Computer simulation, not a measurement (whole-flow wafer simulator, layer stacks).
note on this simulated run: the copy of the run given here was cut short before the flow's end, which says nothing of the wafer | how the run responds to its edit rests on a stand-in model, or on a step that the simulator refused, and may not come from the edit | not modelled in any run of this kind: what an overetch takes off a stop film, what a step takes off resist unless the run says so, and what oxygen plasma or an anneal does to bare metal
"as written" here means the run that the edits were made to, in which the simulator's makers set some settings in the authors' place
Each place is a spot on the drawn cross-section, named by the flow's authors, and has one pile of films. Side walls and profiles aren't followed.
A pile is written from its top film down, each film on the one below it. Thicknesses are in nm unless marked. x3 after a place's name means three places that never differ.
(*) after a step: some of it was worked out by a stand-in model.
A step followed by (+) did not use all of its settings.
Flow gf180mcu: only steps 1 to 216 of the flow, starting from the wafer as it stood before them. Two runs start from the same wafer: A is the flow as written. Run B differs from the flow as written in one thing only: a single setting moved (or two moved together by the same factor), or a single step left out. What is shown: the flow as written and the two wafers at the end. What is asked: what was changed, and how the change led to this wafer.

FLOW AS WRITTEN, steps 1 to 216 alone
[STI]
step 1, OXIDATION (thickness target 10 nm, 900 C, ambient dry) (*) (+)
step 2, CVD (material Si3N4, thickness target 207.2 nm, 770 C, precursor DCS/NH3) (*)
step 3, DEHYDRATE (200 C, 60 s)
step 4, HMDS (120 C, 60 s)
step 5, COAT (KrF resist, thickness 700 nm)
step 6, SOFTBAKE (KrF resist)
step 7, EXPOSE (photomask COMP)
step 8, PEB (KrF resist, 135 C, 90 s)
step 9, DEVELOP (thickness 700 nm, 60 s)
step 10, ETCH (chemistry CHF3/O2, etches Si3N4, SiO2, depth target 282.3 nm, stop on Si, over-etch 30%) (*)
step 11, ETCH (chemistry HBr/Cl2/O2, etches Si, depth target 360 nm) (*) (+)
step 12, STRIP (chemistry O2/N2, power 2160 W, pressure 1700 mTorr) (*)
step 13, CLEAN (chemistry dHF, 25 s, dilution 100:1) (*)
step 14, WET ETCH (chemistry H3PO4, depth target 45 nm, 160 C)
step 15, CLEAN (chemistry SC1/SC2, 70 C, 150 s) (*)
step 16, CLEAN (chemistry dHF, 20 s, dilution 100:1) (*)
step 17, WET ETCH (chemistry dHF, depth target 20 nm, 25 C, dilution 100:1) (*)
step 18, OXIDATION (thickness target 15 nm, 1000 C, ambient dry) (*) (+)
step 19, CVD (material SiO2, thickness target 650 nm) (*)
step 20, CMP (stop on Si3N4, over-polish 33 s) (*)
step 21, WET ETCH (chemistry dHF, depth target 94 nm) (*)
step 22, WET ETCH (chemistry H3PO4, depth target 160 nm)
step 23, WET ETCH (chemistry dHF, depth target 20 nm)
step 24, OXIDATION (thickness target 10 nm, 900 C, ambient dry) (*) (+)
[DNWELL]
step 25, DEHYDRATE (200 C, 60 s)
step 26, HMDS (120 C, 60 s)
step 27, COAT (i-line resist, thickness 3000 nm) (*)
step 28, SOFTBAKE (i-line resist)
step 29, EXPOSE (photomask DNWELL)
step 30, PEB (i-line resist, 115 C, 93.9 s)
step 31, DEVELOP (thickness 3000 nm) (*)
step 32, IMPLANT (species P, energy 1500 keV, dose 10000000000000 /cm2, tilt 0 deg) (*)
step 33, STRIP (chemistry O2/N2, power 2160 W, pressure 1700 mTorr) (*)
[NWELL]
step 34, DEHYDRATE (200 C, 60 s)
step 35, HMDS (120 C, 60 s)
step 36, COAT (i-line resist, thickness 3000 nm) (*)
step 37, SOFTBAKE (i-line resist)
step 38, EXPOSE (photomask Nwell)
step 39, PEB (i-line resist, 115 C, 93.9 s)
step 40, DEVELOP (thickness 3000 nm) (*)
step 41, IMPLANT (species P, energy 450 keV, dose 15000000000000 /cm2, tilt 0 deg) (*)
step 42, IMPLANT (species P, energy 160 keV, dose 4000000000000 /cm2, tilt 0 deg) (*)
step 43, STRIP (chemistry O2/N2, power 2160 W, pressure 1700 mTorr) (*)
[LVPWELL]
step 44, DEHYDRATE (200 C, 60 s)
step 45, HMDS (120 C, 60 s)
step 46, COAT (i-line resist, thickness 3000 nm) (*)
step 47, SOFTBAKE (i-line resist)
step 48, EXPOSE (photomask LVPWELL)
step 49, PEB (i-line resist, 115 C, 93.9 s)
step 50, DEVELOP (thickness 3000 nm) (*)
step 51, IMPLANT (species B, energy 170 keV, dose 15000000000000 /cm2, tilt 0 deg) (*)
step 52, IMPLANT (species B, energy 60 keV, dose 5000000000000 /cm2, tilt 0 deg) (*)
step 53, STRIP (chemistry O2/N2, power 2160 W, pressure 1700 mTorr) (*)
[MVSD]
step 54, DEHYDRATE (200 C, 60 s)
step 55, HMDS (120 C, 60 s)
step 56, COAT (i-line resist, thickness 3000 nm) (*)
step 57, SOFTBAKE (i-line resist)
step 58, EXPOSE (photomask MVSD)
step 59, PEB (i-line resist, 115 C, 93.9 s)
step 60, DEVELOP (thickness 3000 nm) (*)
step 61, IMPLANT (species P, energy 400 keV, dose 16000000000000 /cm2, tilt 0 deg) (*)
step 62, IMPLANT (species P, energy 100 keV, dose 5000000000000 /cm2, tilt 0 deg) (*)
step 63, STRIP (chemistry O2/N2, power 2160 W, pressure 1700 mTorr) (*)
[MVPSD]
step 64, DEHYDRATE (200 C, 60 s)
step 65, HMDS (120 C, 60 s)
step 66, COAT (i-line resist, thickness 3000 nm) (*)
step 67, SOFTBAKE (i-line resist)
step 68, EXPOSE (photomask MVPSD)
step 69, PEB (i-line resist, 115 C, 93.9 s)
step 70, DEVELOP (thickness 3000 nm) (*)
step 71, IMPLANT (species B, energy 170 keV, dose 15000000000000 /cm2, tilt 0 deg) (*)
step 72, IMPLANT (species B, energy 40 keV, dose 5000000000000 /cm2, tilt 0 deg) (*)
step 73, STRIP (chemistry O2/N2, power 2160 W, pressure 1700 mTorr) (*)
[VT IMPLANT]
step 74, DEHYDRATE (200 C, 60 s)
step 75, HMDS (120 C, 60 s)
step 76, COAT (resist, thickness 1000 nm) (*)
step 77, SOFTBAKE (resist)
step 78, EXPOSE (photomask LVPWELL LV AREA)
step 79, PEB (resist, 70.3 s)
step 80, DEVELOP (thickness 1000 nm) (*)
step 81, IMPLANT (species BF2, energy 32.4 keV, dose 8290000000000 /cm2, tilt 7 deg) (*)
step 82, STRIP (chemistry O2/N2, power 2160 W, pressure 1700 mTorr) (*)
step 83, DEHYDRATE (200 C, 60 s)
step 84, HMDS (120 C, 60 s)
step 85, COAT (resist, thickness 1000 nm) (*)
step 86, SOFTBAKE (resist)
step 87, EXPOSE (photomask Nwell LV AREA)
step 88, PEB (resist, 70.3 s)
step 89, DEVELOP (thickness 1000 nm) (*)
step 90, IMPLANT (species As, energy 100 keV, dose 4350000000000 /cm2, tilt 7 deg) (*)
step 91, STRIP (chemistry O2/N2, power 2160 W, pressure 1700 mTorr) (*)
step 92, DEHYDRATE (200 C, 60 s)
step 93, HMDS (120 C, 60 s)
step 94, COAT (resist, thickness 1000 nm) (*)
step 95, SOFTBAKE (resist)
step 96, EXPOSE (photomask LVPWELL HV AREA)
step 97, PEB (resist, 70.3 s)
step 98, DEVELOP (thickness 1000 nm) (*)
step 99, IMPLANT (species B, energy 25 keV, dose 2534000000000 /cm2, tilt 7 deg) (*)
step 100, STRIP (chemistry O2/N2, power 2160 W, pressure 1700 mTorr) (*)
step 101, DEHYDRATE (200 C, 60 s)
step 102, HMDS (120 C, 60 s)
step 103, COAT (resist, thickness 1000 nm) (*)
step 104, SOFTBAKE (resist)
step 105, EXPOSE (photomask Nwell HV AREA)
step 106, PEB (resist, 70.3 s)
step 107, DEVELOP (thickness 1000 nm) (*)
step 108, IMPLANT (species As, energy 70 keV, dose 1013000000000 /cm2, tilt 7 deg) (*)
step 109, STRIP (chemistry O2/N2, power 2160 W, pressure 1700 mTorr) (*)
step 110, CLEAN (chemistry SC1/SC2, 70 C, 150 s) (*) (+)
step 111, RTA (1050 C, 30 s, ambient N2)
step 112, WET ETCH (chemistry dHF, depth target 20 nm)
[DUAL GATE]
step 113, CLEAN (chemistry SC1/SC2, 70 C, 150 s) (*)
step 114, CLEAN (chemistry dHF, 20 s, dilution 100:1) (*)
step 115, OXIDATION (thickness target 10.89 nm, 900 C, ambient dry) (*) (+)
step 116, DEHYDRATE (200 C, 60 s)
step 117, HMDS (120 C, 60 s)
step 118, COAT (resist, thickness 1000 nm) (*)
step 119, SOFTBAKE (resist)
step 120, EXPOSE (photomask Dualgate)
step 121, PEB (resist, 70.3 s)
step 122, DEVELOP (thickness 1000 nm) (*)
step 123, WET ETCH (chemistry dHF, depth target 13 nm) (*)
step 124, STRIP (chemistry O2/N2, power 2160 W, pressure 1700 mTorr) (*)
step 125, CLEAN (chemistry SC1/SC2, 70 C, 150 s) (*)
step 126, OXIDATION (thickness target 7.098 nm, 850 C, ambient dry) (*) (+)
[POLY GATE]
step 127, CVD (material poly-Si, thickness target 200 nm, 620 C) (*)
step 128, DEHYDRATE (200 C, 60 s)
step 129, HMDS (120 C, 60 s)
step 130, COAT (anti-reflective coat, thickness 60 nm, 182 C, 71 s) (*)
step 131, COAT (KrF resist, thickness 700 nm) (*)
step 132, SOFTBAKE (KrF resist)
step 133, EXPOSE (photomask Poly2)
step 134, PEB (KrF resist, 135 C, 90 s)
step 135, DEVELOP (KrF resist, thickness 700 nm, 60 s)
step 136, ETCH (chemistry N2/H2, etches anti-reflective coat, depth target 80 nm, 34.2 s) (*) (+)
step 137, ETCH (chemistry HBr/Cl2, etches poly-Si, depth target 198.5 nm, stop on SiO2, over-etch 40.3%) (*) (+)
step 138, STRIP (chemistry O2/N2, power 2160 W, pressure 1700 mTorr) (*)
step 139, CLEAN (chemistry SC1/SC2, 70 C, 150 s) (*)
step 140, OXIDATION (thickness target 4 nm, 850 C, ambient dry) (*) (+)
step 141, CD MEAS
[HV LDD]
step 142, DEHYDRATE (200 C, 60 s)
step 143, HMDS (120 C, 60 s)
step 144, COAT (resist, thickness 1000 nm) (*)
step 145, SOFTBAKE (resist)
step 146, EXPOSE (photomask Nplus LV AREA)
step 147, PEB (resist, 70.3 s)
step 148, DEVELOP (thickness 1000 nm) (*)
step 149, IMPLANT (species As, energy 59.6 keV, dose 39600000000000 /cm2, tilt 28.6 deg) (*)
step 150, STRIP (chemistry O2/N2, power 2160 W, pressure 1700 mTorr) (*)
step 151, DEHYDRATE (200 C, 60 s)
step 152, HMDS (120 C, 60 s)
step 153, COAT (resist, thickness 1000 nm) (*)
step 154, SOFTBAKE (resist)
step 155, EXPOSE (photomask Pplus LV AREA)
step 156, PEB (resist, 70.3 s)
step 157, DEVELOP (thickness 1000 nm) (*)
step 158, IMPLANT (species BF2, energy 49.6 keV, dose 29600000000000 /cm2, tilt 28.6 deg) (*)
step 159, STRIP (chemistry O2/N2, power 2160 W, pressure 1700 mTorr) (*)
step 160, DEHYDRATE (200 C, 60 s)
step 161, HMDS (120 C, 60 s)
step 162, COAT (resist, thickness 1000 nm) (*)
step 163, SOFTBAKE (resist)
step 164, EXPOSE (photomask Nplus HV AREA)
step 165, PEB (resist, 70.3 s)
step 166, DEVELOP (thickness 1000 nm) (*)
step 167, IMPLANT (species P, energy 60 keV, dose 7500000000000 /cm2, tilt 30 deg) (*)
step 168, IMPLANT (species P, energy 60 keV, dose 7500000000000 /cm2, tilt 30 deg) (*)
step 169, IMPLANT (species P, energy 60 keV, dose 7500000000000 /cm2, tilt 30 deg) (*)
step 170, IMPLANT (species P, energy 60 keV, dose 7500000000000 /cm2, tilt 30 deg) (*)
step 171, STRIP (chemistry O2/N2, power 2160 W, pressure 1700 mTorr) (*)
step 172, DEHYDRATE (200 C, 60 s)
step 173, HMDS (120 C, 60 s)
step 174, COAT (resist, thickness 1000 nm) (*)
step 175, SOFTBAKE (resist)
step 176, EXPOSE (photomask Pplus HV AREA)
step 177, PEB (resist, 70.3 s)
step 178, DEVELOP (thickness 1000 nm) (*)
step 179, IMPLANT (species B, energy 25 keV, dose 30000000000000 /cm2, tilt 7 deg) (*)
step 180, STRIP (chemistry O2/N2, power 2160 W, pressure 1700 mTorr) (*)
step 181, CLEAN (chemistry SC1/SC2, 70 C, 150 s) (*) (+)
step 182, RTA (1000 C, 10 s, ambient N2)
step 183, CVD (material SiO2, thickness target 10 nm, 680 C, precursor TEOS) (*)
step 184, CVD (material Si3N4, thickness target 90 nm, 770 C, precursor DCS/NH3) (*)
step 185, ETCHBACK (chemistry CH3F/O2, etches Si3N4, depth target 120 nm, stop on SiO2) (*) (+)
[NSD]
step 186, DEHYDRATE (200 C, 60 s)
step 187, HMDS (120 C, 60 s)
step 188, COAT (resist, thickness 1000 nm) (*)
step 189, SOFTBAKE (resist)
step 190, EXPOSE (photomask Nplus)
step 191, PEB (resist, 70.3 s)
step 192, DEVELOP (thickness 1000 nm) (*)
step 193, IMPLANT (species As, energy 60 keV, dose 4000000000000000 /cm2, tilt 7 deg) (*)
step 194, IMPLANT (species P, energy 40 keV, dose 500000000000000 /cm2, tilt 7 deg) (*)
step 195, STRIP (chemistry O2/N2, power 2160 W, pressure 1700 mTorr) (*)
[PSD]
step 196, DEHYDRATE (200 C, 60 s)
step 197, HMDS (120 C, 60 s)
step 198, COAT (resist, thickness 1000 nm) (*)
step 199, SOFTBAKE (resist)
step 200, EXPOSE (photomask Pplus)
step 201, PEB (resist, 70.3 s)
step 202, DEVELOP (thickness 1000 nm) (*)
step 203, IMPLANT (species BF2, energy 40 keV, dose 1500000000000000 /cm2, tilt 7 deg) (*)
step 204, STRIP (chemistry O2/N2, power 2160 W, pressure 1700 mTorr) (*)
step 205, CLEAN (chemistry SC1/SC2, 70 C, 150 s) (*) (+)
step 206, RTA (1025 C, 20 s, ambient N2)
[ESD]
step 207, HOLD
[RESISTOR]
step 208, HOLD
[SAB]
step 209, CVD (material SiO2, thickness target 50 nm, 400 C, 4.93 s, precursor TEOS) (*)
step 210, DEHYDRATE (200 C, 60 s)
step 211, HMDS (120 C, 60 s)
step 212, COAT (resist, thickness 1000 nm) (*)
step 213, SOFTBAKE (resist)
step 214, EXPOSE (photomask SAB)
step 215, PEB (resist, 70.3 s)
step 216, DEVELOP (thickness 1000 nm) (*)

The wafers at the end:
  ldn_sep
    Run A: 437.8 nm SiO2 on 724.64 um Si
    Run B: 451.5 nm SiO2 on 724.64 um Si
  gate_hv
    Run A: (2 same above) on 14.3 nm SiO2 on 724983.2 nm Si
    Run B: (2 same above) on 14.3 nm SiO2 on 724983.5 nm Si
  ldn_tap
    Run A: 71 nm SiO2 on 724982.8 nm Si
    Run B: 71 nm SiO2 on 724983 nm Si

What caused this: step 23, WET ETCH: depth target 9.4 nm was run, though the flow has depth target 20 nm.

Step by step, how the change led to this:
  step 23, WET ETCH (chemistry dHF, depth target 20 nm)
      active, n_well, p_well and 40 more: A SiO2 loses 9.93 (all of it) | B SiO2 loses 9.4
      field, field_sub, sti and 34 more: A SiO2 loses 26 | B SiO2 loses 12.2
  step 24, OXIDATION (thickness target 10 nm, 900 C, ambient dry) (*) (+)
      active, n_well, p_well and 40 more: A SiO2 gains 10 (new film), Si loses 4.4 | B SiO2 gains 9.47, Si loses 4.17
  step 28, SOFTBAKE (i-line resist)
      ldn_fp, ldn_drn: A i-line resist gains 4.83 | B i-line resist gains 6.45
      field: A i-line resist gains 2.45 | B i-line resist gains 3.43
      (and at 40 other places as well)
  step 37, SOFTBAKE (i-line resist)
      ldn_fp, ldn_drn: A i-line resist gains 4.83 | B i-line resist gains 6.45
      field: A i-line resist gains 2.45 | B i-line resist gains 3.43
      (and at 40 other places as well)
  step 47, SOFTBAKE (i-line resist)
      ldn_fp, ldn_drn: A i-line resist gains 4.83 | B i-line resist gains 6.45
      field: A i-line resist gains 2.45 | B i-line resist gains 3.43
      (and at 40 other places as well)
  step 57, SOFTBAKE (i-line resist)
      ldn_fp, ldn_drn: A i-line resist gains 4.83 | B i-line resist gains 6.45
      field: A i-line resist gains 2.45 | B i-line resist gains 3.43
      (and at 40 other places as well)
  step 67, SOFTBAKE (i-line resist)
      ldn_fp, ldn_drn: A i-line resist gains 4.83 | B i-line resist gains 6.45
      field: A i-line resist gains 2.45 | B i-line resist gains 3.43
      (and at 40 other places as well)
  step 77, SOFTBAKE (resist)
      field_sub__w2: A resist loses 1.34 | B resist loses 1.9
      gate_p_hv: A resist gains 1.75 | B resist gains 2.46
      (and at 3 other places as well)
  step 86, SOFTBAKE (resist)
      field_sub__w2: A resist loses 1.34 | B resist loses 1.9
      gate_p_hv: A resist gains 1.75 | B resist gains 2.46
      (and at 3 other places as well)
  step 95, SOFTBAKE (resist)
      field_sub__w2: A resist loses 1.34 | B resist loses 1.9
      gate_p_hv: A resist gains 1.75 | B resist gains 2.46
      (and at 3 other places as well)
  step 104, SOFTBAKE (resist)
      field_sub__w2: A resist loses 1.34 | B resist loses 1.9
      gate_p_hv: A resist gains 1.75 | B resist gains 2.46
      (and at 3 other places as well)
  step 119, SOFTBAKE (resist)
      field_sub: A resist loses 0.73 | B resist loses 1.35
      field_sub__w2: A resist loses 0.62 | B resist loses 1.17
      (and at 4 other places as well)
  step 130, COAT (anti-reflective coat, thickness 60 nm, 182 C, 71 s) (*)
      p_well, spacer, sd_n: A anti-reflective coat gains 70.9 (new film) | B anti-reflective coat gains 83.9 (new film)
      field: A anti-reflective coat gains 61.5 (new film) | B anti-reflective coat gains 57.1 (new film)
      (and at 71 other places as well)
  step 136, ETCH (chemistry N2/H2, etches anti-reflective coat, depth target 80 nm, 34.2 s) (*) (+)
      p_well, spacer, sd_n: A anti-reflective coat loses 70.9 (all of it), poly-Si loses 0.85 | B anti-reflective coat loses 83.9 (all of it), poly-Si loses 0.52
      field: A anti-reflective coat loses 61.5 (all of it), poly-Si loses 1.09 | B anti-reflective coat loses 57.1 (all of it), poly-Si loses 1.2
      (and at 49 other places as well)
  step 138, STRIP (chemistry O2/N2, power 2160 W, pressure 1700 mTorr) (*)
      gate: A chemical SiO2 gains 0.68 (new film), KrF resist loses 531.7 (all of it), anti-reflective coat loses 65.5 (all of it), poly-Si loses 0.3 | B chemical SiO2 gains 0.68 (new film), KrF resist loses 532.7 (all of it), anti-reflective coat loses 71.4 (all of it), poly-Si loses 0.3
      gate_hv: A chemical SiO2 gains 0.68 (new film), KrF resist loses 528.4 (all of it), anti-reflective coat loses 61 (all of it), poly-Si loses 0.3 | B chemical SiO2 gains 0.68 (new film), KrF resist loses 531.3 (all of it), anti-reflective coat loses 63.2 (all of it), poly-Si loses 0.3
      (and at 20 other places as well)
  step 145, SOFTBAKE (resist)
      field_sub: A resist gains 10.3 | B resist gains 9.7
      gate_p_hv: A resist loses 7.98 | B resist loses 7.21
      (and at 5 other places as well)
  ... 6 further steps ...
  step 213, SOFTBAKE (resist)
      field_sub: A resist gains 11.7 | B resist gains 11.1
      field_sub__w5: A resist gains 7.98 | B resist gains 7.43
      (and at 7 other places as well)
